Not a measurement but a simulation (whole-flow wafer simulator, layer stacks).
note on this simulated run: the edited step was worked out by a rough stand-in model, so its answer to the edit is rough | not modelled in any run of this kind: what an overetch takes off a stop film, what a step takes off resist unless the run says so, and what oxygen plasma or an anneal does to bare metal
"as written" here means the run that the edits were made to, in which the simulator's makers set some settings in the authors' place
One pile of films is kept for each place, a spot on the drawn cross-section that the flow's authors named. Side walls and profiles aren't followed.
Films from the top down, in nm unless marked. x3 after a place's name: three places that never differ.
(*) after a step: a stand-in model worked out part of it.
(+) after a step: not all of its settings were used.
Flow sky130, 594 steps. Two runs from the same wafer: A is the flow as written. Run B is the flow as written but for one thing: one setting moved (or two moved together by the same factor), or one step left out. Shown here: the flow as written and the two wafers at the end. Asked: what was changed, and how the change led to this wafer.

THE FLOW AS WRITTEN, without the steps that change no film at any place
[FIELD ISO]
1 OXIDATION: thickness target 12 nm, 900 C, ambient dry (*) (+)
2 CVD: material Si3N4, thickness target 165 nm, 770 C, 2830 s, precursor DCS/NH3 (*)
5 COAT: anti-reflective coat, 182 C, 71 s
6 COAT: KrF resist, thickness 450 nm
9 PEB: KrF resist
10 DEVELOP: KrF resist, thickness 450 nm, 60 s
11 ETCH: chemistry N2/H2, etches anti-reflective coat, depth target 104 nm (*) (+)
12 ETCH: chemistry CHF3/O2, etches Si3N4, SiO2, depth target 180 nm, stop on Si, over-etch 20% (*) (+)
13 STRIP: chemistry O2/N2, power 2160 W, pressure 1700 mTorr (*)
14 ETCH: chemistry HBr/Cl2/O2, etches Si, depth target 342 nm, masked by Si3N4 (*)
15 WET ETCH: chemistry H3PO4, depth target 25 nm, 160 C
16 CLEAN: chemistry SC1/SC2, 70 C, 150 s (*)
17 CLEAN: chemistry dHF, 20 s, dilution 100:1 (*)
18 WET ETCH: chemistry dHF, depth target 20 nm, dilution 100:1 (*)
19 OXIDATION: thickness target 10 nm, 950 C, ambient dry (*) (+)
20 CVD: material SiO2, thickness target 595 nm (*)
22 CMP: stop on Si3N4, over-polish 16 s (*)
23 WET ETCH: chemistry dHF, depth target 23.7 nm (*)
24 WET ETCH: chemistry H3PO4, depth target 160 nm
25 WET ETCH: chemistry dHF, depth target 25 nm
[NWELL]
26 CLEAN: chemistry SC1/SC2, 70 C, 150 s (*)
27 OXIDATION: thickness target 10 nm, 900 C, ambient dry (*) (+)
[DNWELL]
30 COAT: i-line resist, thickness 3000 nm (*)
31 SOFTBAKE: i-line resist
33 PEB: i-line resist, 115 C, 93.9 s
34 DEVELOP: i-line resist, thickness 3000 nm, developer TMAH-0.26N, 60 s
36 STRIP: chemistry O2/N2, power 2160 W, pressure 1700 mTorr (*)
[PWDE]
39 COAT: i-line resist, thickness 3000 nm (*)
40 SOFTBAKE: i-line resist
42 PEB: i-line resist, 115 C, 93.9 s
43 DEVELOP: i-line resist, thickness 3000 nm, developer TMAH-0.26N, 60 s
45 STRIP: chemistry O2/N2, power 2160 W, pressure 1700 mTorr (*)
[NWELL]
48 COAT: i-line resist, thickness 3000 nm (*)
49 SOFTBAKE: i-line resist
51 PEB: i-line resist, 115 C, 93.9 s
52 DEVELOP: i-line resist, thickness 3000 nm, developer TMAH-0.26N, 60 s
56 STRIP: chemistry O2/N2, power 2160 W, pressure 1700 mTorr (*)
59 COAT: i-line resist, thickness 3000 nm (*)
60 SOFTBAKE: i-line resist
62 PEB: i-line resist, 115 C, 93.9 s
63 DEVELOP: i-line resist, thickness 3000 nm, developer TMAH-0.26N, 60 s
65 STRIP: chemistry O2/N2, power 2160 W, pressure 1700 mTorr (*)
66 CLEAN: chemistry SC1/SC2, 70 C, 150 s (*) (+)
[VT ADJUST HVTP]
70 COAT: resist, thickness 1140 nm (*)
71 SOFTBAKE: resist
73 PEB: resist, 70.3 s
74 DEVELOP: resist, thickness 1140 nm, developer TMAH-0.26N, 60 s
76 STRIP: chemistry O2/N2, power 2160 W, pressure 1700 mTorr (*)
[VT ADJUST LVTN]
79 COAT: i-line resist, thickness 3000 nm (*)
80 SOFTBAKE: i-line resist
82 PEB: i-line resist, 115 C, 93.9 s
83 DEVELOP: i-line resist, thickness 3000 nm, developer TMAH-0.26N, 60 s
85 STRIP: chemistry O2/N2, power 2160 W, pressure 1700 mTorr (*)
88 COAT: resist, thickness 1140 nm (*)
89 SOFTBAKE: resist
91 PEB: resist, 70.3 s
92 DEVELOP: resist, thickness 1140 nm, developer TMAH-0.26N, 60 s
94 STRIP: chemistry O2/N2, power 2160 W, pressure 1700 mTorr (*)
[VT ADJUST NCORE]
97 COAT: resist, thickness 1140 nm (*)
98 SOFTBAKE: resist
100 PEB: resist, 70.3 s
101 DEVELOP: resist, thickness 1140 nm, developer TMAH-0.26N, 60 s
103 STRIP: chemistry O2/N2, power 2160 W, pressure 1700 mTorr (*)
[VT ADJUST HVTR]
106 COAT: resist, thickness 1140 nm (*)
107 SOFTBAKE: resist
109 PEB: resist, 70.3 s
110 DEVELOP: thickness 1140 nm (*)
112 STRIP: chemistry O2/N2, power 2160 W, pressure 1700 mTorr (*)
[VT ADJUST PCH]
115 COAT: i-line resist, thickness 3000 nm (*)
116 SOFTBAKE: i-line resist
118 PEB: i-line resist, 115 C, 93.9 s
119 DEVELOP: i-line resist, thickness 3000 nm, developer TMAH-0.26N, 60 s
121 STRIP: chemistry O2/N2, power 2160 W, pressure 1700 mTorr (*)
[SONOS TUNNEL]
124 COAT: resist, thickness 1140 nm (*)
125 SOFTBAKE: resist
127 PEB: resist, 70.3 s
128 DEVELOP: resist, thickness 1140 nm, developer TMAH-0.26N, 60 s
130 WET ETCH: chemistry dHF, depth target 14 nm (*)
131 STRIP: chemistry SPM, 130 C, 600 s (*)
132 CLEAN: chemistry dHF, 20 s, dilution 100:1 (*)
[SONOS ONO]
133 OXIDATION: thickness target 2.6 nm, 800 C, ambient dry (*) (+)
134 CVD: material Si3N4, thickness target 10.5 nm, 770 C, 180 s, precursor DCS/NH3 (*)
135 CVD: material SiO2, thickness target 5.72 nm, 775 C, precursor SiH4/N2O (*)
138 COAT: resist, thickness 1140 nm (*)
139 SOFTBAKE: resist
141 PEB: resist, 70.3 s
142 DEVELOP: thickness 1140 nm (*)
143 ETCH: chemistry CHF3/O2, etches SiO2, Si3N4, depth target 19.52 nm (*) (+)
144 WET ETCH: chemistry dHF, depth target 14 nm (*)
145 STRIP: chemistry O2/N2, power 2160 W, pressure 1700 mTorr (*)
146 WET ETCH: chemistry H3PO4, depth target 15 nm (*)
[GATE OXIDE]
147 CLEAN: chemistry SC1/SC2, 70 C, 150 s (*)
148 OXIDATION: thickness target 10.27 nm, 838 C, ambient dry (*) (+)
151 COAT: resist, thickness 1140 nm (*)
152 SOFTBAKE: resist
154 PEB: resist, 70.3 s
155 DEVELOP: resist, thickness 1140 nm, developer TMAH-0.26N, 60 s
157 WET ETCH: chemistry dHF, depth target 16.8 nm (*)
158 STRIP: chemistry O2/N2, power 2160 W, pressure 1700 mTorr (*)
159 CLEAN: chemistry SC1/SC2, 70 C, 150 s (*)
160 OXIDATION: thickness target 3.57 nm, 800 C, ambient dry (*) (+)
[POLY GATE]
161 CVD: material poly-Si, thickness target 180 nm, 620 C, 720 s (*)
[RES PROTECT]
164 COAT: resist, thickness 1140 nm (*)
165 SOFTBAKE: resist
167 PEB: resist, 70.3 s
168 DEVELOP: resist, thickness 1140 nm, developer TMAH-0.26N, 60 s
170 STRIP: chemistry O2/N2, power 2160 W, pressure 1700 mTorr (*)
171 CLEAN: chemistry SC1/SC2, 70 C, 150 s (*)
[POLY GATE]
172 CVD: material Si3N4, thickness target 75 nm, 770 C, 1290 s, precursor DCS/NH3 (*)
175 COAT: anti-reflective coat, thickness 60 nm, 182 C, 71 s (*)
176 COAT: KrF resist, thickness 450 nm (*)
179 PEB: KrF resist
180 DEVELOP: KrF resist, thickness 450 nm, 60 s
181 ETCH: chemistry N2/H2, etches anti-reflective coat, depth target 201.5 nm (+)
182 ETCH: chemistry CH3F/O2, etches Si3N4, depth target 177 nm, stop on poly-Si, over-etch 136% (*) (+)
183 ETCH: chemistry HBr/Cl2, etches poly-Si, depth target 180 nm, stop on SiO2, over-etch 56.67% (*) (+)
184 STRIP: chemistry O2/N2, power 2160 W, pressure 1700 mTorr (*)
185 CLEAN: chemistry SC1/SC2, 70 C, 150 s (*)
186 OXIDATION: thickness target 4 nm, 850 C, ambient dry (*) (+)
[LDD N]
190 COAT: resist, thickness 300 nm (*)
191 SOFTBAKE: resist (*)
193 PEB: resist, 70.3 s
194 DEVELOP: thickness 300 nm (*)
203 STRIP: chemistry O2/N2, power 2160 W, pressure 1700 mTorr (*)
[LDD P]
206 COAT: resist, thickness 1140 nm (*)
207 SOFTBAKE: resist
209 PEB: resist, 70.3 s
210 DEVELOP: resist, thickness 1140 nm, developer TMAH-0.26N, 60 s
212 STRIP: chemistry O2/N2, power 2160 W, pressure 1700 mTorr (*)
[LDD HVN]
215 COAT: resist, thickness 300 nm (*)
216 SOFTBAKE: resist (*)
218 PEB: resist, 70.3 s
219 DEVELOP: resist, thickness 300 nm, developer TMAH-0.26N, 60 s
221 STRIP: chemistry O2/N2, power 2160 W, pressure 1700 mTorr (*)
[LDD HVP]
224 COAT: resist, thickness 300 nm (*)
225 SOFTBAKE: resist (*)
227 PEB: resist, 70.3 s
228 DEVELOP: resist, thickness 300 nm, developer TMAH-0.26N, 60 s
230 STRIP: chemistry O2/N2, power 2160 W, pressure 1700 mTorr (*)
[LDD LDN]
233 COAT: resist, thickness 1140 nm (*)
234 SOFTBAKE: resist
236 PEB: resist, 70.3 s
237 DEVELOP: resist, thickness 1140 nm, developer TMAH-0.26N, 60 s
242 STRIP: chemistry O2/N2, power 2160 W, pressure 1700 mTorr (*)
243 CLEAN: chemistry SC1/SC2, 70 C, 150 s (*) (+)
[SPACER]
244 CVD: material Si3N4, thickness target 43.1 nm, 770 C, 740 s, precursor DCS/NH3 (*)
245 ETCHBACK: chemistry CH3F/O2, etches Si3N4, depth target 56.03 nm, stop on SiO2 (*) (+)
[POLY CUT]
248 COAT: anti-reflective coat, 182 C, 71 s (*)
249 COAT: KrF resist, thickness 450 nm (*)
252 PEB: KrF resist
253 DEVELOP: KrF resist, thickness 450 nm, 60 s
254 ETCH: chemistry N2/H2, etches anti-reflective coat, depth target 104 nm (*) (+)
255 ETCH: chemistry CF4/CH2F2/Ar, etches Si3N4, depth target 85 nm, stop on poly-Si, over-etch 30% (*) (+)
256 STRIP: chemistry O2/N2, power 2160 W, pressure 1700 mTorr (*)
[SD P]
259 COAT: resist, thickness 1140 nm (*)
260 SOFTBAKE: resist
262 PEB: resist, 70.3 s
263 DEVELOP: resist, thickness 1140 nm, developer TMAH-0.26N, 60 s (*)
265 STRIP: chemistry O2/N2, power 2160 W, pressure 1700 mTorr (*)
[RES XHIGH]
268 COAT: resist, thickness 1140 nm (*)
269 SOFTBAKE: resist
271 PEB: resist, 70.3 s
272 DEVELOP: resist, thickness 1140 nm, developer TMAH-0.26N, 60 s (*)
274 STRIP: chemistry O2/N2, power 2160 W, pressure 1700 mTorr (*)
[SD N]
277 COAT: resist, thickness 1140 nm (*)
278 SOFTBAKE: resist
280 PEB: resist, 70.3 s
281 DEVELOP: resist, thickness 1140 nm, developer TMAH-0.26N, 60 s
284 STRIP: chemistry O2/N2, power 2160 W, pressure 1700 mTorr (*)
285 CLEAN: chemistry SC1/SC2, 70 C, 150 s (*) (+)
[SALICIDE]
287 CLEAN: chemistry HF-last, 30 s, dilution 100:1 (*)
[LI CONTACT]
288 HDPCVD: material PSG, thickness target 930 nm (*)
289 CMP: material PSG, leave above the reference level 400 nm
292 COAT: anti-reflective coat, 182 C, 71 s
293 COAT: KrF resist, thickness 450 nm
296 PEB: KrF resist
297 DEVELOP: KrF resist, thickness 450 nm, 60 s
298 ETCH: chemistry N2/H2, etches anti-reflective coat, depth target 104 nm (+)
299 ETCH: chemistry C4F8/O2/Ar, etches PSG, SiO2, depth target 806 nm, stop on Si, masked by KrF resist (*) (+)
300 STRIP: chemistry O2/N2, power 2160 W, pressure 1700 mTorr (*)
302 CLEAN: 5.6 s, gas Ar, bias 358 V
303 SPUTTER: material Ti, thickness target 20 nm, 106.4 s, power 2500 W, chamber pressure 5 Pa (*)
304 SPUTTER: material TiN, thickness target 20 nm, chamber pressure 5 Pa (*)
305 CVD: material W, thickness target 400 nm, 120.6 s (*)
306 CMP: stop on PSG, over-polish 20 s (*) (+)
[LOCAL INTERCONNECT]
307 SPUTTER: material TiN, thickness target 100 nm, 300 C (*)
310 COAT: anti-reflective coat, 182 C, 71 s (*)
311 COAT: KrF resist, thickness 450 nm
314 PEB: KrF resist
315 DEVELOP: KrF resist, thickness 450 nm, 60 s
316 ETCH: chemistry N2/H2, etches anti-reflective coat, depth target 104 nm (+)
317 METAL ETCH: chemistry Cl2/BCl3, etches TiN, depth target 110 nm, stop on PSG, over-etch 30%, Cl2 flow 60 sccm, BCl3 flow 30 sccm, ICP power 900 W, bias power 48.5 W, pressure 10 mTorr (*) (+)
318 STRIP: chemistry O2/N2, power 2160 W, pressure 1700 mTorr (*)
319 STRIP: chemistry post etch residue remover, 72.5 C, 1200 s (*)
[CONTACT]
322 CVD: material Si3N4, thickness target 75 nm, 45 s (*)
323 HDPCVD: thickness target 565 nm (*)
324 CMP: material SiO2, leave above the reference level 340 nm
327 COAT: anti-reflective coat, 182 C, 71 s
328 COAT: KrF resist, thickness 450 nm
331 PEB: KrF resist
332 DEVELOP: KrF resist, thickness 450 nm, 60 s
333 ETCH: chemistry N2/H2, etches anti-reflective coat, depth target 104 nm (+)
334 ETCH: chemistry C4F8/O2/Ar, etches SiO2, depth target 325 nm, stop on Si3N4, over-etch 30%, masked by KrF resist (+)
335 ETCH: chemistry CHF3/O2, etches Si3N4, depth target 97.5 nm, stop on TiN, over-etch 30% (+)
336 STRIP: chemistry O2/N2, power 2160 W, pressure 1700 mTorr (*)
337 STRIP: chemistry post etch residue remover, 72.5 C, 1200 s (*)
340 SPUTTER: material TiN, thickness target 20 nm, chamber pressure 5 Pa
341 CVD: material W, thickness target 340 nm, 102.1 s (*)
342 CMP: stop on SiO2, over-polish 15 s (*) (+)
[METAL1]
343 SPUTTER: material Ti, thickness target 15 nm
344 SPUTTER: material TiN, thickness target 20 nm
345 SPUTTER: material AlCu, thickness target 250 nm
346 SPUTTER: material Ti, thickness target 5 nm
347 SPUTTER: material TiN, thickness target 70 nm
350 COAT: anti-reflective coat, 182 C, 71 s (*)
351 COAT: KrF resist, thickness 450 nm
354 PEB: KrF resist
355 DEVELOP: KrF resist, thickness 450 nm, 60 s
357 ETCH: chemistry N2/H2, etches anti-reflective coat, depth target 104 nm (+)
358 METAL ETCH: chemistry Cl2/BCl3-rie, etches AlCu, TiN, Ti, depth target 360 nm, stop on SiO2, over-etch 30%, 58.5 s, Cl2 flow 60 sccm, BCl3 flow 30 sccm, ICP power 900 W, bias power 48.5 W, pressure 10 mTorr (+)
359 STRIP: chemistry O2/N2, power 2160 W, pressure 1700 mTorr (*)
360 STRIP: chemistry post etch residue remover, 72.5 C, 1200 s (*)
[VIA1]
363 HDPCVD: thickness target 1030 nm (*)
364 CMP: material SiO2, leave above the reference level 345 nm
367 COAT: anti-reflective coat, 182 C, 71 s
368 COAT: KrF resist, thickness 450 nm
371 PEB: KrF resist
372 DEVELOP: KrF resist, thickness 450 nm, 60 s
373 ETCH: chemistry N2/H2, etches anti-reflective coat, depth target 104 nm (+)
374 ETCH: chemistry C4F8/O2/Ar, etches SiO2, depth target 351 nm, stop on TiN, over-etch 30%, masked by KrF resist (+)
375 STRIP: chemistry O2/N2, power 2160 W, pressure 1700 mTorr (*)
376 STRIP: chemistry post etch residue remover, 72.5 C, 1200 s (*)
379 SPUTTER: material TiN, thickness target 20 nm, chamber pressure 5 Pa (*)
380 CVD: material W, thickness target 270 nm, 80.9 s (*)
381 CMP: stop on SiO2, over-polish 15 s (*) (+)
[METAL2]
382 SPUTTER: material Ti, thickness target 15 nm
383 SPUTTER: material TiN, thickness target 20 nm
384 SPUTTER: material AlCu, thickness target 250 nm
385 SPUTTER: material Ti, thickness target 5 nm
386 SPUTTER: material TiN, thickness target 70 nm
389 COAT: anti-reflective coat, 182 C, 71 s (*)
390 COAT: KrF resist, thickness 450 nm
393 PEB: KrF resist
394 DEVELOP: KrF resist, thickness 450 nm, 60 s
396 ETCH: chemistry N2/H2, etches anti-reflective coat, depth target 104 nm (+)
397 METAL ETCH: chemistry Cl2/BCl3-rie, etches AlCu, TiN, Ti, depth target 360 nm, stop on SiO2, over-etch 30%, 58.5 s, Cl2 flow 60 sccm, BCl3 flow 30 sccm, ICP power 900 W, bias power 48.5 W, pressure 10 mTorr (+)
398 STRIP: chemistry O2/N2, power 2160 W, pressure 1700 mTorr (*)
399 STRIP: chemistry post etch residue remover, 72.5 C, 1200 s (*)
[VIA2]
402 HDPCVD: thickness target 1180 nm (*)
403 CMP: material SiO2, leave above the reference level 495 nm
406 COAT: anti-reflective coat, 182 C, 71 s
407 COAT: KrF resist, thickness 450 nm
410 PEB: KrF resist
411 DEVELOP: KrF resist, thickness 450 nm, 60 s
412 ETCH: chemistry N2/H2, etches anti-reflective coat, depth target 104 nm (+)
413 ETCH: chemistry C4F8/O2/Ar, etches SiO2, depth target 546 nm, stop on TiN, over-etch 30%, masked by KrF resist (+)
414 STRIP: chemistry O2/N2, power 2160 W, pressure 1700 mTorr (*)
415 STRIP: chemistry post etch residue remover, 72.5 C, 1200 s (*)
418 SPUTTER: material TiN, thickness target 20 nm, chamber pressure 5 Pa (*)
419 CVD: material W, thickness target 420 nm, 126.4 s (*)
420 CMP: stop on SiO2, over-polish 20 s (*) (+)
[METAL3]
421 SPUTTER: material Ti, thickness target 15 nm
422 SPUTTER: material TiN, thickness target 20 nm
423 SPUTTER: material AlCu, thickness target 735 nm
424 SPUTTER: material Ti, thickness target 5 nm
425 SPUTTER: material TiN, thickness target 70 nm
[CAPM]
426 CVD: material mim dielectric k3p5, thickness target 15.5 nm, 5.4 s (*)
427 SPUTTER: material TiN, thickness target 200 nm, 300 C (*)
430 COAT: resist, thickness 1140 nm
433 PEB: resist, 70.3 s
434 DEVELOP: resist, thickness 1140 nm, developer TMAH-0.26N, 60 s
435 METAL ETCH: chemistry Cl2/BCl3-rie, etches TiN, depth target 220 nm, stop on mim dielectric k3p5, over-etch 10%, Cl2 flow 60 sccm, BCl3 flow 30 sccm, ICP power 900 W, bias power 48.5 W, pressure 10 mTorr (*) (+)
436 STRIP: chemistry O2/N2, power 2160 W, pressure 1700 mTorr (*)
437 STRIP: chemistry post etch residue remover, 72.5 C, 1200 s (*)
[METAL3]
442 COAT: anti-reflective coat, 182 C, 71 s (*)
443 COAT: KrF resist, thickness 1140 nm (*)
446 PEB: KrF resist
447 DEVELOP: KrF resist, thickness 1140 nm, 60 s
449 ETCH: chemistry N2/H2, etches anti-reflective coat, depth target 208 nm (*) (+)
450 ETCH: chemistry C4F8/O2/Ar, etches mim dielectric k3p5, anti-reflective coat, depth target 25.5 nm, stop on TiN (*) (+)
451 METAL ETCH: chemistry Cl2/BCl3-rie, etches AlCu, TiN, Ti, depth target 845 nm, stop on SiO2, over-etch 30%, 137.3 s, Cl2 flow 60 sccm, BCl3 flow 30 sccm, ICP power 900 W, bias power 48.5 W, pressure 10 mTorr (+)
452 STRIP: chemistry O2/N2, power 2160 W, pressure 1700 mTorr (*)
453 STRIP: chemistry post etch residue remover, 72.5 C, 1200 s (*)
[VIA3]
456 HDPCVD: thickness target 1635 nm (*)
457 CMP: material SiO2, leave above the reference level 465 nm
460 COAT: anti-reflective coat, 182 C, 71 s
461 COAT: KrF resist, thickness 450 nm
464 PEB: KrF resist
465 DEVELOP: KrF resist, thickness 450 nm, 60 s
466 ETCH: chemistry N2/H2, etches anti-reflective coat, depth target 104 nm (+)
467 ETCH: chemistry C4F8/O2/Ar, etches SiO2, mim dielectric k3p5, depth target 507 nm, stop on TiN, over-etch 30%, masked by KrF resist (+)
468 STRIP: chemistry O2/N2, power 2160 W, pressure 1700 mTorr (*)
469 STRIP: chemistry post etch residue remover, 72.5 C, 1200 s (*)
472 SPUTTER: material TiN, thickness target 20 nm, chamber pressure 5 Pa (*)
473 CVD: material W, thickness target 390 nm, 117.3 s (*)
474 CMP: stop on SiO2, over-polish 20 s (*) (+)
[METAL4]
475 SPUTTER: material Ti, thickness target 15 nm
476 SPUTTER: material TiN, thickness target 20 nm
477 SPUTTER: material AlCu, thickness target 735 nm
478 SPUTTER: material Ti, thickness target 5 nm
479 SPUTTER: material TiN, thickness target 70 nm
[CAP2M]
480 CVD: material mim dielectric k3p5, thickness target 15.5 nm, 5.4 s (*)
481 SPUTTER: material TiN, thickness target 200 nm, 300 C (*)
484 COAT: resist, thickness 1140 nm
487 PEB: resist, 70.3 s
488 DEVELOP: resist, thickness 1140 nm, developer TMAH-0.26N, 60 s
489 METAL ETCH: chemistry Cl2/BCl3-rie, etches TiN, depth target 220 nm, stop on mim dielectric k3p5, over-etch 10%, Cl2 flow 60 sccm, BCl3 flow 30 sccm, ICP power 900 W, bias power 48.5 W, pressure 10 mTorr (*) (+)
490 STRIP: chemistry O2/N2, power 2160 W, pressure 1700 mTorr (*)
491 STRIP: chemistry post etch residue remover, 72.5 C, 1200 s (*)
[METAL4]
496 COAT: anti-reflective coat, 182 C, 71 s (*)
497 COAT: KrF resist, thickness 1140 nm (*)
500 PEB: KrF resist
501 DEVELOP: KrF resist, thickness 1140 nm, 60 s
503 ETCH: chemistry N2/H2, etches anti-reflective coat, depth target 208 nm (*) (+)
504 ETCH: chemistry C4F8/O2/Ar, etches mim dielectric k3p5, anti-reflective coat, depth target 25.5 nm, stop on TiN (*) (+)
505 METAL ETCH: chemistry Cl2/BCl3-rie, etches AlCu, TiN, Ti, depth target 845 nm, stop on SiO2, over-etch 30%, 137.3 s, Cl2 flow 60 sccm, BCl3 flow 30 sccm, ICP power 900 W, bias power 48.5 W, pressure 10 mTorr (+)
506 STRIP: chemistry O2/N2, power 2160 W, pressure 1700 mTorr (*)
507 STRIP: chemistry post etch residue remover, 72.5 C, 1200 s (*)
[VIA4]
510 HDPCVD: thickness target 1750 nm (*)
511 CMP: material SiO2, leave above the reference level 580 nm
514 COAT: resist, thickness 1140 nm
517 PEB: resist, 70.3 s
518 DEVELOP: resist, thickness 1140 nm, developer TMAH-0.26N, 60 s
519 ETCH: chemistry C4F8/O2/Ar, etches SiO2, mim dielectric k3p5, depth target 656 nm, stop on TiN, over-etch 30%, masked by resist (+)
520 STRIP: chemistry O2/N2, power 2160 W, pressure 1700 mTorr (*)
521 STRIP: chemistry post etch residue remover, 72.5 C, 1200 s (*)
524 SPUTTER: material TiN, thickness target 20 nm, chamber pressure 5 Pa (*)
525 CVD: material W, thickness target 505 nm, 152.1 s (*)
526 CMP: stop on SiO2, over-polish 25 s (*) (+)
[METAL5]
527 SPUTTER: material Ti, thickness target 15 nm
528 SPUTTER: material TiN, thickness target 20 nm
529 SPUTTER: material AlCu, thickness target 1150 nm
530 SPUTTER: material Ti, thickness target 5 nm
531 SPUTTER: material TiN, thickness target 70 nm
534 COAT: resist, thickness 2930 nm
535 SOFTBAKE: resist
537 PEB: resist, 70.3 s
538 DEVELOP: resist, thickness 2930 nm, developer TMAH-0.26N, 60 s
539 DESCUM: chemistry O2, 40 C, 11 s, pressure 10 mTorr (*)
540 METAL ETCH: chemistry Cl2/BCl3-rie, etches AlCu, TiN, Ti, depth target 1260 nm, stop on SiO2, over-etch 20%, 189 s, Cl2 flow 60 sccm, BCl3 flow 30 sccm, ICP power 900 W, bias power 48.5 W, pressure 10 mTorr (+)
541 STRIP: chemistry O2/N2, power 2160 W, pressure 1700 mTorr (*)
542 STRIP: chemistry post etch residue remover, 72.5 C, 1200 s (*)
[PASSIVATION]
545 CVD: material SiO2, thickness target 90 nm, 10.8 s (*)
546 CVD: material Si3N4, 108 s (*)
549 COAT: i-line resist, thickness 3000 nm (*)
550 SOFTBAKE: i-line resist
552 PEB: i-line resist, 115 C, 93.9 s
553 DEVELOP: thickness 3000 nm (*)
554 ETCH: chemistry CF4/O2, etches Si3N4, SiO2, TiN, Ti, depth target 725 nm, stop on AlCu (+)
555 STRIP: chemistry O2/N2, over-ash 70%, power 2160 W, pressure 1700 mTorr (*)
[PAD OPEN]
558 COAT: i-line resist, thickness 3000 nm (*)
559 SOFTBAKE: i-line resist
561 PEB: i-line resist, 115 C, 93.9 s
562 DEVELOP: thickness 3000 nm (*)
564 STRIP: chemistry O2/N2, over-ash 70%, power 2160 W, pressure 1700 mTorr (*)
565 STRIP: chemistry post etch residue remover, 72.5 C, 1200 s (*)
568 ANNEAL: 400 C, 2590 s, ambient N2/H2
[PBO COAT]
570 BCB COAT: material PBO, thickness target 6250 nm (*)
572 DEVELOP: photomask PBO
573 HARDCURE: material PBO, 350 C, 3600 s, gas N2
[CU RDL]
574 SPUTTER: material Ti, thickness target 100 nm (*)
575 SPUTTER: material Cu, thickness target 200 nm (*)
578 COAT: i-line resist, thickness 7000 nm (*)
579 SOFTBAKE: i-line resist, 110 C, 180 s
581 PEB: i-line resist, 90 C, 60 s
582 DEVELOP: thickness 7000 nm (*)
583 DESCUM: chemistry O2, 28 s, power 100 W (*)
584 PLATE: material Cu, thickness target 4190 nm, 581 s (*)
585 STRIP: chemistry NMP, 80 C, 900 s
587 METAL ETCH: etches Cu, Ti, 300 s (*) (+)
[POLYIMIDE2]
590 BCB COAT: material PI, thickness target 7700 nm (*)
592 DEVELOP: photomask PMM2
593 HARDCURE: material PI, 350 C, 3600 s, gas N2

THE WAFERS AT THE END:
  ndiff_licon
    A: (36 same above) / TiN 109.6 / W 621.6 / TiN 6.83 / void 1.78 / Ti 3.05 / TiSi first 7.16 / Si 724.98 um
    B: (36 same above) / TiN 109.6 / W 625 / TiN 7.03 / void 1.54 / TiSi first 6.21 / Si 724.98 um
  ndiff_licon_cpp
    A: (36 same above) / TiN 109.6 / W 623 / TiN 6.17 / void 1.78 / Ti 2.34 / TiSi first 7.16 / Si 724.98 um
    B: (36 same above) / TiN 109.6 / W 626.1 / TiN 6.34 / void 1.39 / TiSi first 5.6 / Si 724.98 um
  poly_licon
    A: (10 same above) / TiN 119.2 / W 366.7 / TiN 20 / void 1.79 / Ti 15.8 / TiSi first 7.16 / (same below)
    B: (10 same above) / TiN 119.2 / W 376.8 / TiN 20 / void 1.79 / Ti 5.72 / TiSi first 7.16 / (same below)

The cause: step 303, SPUTTER: 53.19 s was run, where the flow has 106.4 s.

How the change led to this, step by step:
  303 SPUTTER: material Ti, thickness target 20 nm, 106.4 s, power 2500 W, chamber pressure 5 Pa (*)
      field, active, n_well and 185 more: A Ti +20 (new film) | B Ti +9.91 (new film)
      ndiff_licon: A Ti +7.24 (new film) | B Ti +3.63 (new film)
      (and at 2 more places)
  306 CMP: stop on PSG, over-polish 20 s (*) (+)
      field, active, n_well and 184 more: A W -400 (all of it), TiN -20 (all of it), Ti -20 (all of it), PSG -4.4 | B W -400 (all of it), TiN -20 (all of it), Ti -9.91 (all of it), PSG -4.4
      ndiff_licon, ndiff_licon_cpp, rpo_hd_licon: A W -444.9 | B W -434.8
      (and at 1 more place)
  568 ANNEAL: 400 C, 2590 s, ambient N2/H2
      ndiff_licon: A under 37 films: void +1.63 (new film), Ti -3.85, TiSi first +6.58 (new film), Si -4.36 | B under 37 films: void +1.54 (new film), TiSi first +6.21 (new film), Ti -3.63 (all of it), Si -4.12
      ndiff_licon_cpp: A under 37 films: void +1.63 (new film), Ti -3.85, TiSi first +6.58 (new film), Si -4.36 | B under 37 films: void +1.39 (new film), TiSi first +5.6 (new film), Ti -3.28 (all of it), Si -3.72
Counting metal films that touch as one body, ndiff_licon has 5 bodies (between them, from the top down: SiO2 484 / mim dielectric k3p5 15.5; SiO2 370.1 / mim dielectric k3p5 15.5; SiO2 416; SiO2 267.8); the flow as written gives 6 bodies (between them, from the top down: SiO2 484 / mim dielectric k3p5 15.5; SiO2 370.1 / mim dielectric k3p5 15.5; SiO2 416; SiO2 267.8; void 1.78).
Counting metal films that touch as one body, ndiff_licon_cpp has 5 bodies (between them, from the top down: SiO2 484 / mim dielectric k3p5 15.5; SiO2 370.1 / mim dielectric k3p5 15.5; SiO2 416; SiO2 267.8); the flow as written gives 6 bodies (between them, from the top down: SiO2 484 / mim dielectric k3p5 15.5; SiO2 370.1 / mim dielectric k3p5 15.5; SiO2 416; SiO2 267.8; void 1.78).
